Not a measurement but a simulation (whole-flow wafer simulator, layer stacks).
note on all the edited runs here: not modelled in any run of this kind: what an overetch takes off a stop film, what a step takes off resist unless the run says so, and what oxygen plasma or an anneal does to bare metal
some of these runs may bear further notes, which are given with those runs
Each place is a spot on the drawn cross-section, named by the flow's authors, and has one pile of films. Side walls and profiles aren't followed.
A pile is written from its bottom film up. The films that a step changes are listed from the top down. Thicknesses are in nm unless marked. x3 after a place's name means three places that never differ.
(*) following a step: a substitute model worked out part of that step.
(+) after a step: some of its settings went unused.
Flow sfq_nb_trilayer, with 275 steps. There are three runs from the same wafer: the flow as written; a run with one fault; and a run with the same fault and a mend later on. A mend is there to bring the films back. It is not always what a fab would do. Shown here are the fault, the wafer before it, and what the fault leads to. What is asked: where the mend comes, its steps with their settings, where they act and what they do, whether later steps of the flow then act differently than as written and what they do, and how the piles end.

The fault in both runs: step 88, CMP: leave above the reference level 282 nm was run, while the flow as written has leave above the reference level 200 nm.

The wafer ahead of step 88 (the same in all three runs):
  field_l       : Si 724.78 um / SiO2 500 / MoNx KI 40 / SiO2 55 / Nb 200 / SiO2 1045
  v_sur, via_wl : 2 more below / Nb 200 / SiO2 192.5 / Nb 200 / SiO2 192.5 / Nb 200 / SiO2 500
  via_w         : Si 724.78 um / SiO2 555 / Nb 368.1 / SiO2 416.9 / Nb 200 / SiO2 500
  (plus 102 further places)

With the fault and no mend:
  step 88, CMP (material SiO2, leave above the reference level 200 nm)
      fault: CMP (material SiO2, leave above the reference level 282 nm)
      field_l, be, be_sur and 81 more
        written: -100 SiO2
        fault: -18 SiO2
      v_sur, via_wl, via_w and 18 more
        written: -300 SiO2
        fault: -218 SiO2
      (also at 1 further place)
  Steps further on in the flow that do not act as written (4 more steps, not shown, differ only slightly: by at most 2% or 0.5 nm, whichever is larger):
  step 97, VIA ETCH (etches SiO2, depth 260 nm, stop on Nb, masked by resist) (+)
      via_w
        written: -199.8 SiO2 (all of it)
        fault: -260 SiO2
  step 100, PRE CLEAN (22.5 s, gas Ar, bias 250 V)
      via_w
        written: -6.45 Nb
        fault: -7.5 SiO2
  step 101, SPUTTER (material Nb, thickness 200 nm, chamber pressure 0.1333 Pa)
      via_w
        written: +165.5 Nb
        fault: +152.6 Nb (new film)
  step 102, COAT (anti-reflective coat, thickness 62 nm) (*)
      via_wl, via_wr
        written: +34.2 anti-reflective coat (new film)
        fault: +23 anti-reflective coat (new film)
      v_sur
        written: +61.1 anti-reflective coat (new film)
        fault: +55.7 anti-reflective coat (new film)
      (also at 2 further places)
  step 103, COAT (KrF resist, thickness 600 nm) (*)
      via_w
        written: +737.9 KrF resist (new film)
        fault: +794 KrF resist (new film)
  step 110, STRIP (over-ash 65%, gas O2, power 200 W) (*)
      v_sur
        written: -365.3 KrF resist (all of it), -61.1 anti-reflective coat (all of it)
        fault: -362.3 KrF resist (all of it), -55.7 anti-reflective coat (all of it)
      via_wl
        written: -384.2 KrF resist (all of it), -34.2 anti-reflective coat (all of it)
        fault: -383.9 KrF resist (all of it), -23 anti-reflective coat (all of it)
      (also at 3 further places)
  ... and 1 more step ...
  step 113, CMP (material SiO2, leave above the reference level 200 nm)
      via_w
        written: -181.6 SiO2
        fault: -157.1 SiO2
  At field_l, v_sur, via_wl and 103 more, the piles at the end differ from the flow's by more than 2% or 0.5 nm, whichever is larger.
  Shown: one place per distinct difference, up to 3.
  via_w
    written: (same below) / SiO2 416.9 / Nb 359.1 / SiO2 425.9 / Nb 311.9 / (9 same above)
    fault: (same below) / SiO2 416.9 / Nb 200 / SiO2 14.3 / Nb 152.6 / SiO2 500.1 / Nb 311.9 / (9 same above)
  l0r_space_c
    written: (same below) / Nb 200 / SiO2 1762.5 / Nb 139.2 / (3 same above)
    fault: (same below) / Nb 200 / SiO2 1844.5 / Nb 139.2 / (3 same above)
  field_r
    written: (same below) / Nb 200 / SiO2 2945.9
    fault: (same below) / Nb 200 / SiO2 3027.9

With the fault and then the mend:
  The mend follows step 89.
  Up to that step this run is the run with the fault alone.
  step 89a, CMP (material SiO2, leave above the reference level 200 nm) (a further turn of the flow's step 88)
      field_l, v_sur, via_wl and 103 more
        -82 SiO2
  Later steps of the flow that are run all act as written at every place that is followed.
  The piles end the same as the flow's at every place that both follow.
